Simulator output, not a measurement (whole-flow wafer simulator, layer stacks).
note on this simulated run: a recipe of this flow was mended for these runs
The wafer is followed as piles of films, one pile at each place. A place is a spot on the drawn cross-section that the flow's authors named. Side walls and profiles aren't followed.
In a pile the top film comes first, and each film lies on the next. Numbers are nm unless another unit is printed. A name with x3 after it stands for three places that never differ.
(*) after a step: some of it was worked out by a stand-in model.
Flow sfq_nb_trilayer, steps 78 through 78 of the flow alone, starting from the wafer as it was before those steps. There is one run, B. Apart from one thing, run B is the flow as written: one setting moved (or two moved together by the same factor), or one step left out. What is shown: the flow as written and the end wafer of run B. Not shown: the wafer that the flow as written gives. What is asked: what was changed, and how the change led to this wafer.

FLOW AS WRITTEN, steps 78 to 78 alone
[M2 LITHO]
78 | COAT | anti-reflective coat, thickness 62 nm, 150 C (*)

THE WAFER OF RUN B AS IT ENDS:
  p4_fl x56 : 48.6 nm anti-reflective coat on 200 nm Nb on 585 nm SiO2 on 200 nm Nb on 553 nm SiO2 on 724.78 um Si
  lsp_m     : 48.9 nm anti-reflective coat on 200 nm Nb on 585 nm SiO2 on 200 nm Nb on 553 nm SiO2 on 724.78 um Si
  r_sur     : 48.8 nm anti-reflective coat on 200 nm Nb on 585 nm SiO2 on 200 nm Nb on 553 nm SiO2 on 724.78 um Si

What caused this: step 78, COAT: thickness 48.6 nm was run, though the flow has thickness 62 nm.
One can read it off the wafer: p4_fl x56 has anti-reflective coat 48.6, and step 78 as written asks for 62 nm.

The path from the change to this, step by step:
  78 | COAT | anti-reflective coat, thickness 62 nm, 150 C (*)
      p4_fl x56, wl_j_sl x16, l0r_line_l x3, m0r_space_l x2: anti-reflective coat gains 48.6 (new film) (as written it would have been: anti-reflective coat gains 62 (new film))
      lsp_m, ln_m6, lsp_r, l0_sur, l0v: anti-reflective coat gains 48.9 (new film) (as written it would have been: anti-reflective coat gains 62.3 (new film))
      (and at 24 other places as well)
